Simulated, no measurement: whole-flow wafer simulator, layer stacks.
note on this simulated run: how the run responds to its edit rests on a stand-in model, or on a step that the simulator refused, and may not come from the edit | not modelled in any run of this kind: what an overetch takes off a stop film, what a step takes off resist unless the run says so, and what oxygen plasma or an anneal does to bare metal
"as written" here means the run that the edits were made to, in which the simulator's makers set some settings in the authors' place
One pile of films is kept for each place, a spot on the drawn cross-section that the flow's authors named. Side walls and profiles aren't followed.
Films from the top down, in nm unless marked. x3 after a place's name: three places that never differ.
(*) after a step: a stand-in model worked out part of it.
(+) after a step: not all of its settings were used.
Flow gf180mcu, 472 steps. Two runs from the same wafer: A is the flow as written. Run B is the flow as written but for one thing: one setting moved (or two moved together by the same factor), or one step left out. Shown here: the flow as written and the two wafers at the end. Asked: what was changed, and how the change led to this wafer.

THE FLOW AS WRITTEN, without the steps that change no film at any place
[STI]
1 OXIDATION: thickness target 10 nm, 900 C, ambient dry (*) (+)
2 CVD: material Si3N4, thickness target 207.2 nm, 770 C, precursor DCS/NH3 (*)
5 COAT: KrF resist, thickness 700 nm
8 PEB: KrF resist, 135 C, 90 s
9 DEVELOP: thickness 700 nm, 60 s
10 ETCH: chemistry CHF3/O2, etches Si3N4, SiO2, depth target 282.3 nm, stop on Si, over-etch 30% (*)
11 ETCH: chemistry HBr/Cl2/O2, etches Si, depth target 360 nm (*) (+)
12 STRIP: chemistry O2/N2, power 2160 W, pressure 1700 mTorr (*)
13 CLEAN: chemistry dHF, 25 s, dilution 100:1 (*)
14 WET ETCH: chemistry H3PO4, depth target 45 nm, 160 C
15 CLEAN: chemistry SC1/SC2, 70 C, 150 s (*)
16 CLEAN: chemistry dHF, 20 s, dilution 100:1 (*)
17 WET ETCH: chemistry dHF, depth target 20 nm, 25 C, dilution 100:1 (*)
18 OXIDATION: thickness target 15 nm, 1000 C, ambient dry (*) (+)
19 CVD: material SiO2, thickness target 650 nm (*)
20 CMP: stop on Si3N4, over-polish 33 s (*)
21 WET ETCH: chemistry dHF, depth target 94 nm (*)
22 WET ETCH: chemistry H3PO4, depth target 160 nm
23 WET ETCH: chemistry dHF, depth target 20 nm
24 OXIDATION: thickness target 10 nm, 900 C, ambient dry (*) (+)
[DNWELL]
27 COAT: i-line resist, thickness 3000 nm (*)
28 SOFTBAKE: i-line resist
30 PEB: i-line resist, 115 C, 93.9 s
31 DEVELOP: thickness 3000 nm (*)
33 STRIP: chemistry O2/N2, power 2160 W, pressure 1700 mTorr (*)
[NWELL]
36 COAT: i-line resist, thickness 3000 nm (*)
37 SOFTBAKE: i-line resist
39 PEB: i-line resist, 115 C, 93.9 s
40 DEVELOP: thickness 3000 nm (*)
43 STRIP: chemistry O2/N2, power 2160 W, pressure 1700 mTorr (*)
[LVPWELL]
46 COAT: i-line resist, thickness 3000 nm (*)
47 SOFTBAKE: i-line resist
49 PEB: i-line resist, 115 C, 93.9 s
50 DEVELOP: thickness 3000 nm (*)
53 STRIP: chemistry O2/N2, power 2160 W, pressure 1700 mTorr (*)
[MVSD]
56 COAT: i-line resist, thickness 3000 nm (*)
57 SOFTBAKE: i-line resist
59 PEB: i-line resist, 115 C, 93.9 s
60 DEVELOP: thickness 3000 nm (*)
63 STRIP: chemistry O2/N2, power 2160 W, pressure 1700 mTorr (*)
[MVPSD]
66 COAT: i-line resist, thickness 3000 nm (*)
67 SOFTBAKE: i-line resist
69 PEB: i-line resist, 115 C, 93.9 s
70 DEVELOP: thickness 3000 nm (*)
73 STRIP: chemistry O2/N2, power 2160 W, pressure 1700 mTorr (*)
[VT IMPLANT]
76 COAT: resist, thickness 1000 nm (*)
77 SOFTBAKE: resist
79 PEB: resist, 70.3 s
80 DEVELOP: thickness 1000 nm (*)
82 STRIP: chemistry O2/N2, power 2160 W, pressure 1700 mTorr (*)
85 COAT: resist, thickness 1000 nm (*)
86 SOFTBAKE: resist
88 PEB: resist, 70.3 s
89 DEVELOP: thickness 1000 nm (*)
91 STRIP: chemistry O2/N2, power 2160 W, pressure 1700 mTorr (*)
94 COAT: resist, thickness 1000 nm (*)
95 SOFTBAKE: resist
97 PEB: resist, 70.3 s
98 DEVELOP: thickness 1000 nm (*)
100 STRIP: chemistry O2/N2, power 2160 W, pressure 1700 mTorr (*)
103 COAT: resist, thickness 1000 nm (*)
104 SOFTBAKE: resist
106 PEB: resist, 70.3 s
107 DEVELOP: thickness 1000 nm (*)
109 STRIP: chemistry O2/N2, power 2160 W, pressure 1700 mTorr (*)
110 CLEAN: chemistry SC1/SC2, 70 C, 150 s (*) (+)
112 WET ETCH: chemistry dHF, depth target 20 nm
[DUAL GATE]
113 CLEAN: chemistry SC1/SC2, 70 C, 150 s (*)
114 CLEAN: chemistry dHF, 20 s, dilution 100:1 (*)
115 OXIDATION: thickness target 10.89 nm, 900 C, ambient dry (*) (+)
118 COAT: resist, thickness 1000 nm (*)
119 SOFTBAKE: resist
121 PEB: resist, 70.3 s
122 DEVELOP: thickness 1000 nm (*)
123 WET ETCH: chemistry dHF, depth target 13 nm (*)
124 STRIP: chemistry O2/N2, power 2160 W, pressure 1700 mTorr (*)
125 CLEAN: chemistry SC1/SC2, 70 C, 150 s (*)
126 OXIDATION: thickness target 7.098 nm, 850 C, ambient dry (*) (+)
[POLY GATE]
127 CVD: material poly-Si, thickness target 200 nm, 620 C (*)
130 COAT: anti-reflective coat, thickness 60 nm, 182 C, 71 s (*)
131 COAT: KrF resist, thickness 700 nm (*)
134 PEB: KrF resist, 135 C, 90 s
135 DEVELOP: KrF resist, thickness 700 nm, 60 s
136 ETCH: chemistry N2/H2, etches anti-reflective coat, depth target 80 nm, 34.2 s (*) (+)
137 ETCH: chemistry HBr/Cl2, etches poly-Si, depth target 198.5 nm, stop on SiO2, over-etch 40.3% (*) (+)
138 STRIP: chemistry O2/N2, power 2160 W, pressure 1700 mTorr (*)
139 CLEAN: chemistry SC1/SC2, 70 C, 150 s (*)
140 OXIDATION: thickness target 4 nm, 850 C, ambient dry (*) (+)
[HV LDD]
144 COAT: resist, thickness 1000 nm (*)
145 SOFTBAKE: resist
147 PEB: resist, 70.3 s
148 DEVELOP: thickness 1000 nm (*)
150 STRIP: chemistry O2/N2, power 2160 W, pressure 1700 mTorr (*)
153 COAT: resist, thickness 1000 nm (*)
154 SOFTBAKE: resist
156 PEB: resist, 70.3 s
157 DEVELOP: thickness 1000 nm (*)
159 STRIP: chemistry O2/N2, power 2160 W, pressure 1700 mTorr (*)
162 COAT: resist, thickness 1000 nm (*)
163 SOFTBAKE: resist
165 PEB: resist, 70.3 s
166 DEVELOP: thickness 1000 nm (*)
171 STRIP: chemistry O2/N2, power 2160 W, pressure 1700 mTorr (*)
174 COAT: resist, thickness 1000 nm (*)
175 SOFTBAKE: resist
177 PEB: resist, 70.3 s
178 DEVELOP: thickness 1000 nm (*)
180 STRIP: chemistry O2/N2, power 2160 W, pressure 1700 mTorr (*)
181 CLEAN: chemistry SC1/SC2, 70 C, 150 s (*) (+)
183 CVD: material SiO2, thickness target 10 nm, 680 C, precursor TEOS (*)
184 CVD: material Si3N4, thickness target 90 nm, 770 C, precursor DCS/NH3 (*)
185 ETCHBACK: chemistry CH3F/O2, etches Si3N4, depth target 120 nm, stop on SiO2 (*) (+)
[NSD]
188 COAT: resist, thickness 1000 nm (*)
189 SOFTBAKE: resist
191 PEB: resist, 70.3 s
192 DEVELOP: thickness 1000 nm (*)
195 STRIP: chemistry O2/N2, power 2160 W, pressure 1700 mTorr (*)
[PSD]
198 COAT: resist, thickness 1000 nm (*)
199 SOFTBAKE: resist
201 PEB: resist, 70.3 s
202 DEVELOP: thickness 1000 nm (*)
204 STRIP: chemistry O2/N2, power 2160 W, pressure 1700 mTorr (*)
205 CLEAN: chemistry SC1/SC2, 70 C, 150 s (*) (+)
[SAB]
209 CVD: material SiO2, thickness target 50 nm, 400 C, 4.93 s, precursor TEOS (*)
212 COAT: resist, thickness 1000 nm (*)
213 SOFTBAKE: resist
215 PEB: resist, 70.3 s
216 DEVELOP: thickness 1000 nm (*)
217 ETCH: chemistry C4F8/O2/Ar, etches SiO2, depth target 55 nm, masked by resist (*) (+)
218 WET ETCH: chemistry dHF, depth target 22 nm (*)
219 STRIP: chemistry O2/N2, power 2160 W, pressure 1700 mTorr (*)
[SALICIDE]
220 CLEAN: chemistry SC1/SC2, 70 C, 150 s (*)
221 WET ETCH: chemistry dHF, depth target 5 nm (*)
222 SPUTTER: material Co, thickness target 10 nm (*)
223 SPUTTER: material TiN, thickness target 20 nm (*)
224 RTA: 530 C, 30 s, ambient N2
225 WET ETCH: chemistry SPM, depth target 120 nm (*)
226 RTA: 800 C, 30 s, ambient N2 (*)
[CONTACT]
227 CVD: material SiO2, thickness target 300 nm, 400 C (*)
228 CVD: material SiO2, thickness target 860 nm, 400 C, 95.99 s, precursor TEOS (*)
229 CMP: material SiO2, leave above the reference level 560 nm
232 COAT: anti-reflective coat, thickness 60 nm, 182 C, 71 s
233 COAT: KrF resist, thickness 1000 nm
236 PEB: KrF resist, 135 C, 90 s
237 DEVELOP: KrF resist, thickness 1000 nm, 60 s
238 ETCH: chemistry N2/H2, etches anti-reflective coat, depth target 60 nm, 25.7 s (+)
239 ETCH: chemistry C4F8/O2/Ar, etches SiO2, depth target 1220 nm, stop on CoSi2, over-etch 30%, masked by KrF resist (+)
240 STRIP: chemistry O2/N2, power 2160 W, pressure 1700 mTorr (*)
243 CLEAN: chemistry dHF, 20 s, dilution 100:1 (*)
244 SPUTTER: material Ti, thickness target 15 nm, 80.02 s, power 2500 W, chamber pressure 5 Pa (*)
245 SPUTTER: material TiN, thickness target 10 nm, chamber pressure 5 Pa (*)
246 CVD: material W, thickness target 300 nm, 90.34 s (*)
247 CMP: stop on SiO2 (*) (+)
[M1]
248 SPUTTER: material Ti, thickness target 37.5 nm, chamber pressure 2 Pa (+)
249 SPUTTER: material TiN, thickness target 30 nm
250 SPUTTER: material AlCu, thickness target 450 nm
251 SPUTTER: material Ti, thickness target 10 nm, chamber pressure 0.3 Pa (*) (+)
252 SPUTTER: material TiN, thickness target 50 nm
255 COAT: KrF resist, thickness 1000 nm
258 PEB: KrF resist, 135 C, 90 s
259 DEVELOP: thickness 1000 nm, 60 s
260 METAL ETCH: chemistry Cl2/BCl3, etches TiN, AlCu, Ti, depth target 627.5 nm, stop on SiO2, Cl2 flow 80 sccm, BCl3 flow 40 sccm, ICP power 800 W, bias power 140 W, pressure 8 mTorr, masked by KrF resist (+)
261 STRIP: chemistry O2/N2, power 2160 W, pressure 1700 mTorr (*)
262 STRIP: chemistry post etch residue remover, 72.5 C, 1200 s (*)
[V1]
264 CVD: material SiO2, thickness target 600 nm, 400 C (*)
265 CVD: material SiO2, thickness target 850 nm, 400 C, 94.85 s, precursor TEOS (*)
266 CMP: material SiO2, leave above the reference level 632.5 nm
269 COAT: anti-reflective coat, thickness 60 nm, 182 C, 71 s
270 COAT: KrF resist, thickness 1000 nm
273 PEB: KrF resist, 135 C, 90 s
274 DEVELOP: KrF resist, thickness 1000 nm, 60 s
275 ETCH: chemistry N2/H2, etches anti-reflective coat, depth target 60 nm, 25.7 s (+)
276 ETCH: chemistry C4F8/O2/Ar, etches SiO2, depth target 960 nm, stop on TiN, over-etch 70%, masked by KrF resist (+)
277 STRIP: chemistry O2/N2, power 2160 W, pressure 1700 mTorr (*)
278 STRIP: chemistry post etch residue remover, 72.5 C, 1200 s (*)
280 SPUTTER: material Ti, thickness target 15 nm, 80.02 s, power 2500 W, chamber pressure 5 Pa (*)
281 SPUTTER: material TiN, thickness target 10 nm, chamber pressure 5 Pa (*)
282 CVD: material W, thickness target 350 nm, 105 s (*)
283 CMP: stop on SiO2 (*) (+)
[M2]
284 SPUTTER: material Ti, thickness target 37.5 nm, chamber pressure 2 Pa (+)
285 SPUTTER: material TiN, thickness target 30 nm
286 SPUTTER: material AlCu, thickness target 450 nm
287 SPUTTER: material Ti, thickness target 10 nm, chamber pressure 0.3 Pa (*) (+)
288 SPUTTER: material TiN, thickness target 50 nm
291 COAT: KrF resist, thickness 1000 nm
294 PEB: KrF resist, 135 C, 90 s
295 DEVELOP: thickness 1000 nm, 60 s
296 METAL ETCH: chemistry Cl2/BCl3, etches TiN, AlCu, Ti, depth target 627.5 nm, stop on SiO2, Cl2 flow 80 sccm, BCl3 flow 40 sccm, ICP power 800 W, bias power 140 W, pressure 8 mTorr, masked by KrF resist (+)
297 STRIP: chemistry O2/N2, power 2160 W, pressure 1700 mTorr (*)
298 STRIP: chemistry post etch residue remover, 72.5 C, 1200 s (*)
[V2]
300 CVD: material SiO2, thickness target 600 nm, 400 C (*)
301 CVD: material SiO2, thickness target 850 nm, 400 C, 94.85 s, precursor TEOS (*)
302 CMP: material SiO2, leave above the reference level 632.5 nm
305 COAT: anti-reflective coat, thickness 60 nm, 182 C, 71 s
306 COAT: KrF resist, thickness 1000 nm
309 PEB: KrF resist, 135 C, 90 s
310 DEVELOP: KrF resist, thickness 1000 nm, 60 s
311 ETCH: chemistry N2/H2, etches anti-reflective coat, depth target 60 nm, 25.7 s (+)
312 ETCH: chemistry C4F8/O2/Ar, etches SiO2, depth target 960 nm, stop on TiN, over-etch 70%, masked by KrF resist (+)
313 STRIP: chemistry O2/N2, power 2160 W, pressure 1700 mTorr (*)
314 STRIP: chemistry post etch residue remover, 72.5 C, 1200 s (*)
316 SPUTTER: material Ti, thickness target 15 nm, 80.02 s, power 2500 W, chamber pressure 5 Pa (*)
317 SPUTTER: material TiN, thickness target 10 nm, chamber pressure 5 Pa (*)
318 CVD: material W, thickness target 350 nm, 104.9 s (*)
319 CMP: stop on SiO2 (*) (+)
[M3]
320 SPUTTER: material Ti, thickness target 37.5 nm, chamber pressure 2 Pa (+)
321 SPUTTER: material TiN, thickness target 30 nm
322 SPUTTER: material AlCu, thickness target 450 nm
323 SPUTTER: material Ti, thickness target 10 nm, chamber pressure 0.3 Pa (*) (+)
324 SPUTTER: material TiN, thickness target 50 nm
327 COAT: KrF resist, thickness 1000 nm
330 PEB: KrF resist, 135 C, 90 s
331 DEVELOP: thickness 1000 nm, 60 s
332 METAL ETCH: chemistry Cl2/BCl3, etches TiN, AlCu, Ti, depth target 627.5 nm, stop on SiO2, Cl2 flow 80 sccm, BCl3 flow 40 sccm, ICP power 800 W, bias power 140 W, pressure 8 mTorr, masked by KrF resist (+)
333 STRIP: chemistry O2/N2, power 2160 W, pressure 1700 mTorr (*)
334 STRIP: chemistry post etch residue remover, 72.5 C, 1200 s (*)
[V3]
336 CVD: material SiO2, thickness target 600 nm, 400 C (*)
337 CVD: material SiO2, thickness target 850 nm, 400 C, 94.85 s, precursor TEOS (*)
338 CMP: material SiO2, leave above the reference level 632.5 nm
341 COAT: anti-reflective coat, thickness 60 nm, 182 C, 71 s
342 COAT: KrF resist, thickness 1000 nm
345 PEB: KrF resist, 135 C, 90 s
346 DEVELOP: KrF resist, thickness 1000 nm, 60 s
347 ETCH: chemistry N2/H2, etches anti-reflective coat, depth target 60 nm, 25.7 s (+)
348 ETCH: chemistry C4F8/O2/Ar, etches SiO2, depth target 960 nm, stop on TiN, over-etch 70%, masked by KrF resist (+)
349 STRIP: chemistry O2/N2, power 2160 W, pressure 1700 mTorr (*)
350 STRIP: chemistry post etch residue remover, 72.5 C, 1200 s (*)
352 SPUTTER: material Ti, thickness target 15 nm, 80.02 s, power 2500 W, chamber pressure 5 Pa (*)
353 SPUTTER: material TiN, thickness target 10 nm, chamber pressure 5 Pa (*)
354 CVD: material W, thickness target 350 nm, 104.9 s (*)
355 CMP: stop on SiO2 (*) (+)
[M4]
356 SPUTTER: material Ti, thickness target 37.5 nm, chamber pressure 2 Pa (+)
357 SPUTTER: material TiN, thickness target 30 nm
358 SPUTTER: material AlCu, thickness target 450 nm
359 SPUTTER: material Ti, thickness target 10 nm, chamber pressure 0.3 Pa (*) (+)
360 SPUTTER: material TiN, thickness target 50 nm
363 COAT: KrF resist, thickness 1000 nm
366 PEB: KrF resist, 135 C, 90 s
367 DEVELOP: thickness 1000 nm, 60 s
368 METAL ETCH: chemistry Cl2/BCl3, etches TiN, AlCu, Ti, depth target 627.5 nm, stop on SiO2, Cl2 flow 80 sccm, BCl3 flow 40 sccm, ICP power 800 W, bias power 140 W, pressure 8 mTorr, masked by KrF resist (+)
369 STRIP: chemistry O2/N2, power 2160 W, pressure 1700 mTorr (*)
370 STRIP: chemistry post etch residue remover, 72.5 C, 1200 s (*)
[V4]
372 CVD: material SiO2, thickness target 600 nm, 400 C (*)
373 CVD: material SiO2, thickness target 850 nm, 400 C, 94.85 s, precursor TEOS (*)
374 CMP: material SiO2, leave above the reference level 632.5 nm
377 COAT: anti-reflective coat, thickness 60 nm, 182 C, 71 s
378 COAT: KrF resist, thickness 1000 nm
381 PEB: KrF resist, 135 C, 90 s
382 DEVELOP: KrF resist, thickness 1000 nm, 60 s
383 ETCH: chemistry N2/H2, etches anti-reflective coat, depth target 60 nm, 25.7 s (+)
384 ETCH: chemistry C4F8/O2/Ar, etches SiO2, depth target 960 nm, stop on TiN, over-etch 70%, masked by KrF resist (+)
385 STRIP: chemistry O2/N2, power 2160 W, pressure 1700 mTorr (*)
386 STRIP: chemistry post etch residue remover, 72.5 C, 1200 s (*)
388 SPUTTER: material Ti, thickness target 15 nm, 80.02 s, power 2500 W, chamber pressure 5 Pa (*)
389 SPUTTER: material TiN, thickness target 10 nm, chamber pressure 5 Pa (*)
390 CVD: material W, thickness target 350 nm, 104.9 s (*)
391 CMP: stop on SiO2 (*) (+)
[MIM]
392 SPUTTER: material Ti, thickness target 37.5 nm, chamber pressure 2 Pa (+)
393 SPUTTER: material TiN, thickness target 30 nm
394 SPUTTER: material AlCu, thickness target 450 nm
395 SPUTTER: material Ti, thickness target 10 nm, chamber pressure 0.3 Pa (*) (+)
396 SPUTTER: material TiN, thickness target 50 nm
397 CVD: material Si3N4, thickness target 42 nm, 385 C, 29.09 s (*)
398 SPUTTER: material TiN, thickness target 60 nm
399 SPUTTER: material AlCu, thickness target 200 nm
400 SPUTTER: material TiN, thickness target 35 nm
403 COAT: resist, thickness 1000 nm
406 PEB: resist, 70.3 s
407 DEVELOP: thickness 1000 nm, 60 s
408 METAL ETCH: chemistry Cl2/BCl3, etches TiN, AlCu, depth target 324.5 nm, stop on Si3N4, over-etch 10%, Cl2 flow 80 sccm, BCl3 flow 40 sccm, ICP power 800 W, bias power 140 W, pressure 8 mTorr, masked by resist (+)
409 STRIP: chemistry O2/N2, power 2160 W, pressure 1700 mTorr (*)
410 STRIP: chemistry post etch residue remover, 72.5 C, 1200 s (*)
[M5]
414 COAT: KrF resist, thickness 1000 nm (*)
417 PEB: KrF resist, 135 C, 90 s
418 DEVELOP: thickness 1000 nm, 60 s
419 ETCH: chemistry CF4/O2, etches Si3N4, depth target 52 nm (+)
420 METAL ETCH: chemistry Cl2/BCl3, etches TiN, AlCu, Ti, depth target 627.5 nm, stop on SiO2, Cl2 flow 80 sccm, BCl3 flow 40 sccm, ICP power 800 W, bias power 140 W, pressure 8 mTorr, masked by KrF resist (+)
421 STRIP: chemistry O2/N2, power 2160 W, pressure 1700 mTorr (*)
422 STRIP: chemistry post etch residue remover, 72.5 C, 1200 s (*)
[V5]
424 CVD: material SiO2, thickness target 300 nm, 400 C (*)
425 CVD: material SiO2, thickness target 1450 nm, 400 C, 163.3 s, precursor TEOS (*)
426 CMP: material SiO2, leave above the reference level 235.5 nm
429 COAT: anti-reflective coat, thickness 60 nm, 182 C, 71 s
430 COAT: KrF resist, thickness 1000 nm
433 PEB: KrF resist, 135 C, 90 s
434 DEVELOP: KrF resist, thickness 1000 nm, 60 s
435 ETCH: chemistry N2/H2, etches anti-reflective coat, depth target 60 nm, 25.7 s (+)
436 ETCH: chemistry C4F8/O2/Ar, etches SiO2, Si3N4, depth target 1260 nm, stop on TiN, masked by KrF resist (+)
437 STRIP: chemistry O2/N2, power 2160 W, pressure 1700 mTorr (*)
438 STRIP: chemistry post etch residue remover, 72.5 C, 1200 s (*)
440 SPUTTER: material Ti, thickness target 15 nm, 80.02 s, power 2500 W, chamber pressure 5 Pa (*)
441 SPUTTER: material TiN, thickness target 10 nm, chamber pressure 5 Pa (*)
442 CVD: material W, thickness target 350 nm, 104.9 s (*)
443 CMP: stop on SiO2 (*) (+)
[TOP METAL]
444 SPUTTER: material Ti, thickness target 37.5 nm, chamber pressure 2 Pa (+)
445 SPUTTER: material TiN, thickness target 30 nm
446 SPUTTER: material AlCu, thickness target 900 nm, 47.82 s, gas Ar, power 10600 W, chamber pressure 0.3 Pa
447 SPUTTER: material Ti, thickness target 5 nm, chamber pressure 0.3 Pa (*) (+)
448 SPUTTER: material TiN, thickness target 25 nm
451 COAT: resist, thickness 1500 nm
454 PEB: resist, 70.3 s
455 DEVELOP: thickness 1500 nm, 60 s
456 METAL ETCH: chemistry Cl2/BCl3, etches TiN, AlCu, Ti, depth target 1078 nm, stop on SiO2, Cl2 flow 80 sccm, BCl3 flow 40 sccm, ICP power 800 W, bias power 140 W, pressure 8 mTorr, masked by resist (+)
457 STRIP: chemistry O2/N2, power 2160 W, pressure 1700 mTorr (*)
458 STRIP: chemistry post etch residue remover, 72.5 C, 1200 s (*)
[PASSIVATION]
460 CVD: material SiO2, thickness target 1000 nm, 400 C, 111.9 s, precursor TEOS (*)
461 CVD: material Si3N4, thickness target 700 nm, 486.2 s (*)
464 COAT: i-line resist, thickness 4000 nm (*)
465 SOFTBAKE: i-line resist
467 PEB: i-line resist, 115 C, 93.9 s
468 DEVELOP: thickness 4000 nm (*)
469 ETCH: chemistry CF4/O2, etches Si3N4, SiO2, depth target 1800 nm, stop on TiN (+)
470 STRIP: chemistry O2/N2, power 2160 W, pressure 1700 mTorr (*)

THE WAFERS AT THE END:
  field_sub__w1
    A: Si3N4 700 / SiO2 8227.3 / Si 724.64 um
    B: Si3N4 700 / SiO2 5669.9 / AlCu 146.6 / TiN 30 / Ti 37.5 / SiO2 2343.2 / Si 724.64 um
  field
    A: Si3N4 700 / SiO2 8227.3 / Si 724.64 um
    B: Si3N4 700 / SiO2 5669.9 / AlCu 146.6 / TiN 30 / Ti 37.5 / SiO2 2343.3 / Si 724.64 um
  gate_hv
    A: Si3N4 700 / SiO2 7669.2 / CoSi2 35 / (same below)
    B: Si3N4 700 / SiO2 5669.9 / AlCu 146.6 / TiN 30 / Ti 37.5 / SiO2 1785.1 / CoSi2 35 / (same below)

The cause: step 296, METAL ETCH: depth target 357.7 nm was run, where the flow has depth target 627.5 nm.

How the change led to this, step by step:
  296 METAL ETCH: chemistry Cl2/BCl3, etches TiN, AlCu, Ti, depth target 627.5 nm, stop on SiO2, Cl2 flow 80 sccm, BCl3 flow 40 sccm, ICP power 800 W, bias power 140 W, pressure 8 mTorr, masked by KrF resist (+)
      field, field__w1, field__w2 and 103 more: A TiN -50 (all of it), Ti -10 (all of it), AlCu -450 (all of it), TiN -30 (all of it), Ti -37.5 (all of it) | B TiN -50 (all of it), Ti -10 (all of it), AlCu -297.7
      field__w8, contact, m1, m1__w1, m1_nw: A KrF resist -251 | B KrF resist -143.1
  297 STRIP: chemistry O2/N2, power 2160 W, pressure 1700 mTorr (*)
      field__w8, contact, m1, m1__w1, m1_nw: A KrF resist -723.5 (all of it) | B KrF resist -831.4 (all of it)
  298 STRIP: chemistry post etch residue remover, 72.5 C, 1200 s (*)
      field, field__w1, field__w2 and 103 more: A nothing | B AlCu -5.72
  300 CVD: material SiO2, thickness target 600 nm, 400 C (*)
      field, field__w1, field__w2 and 103 more: A SiO2 +600 | B SiO2 +600 (new film)
  302 CMP: material SiO2, leave above the reference level 632.5 nm
      field, field__w1, field__w2 and 103 more: A SiO2 -300 | B SiO2 -514.1
Counting metal films that touch as one body, field_sub__w1 has 1 body; the flow as written gives 0 bodies.
Counting metal films that touch as one body, field has 1 body; the flow as written gives 0 bodies.
Counting metal films that touch as one body, gate_hv has 2 bodies (between them, from the top down: SiO2 1785.1); the flow as written gives 1 body.
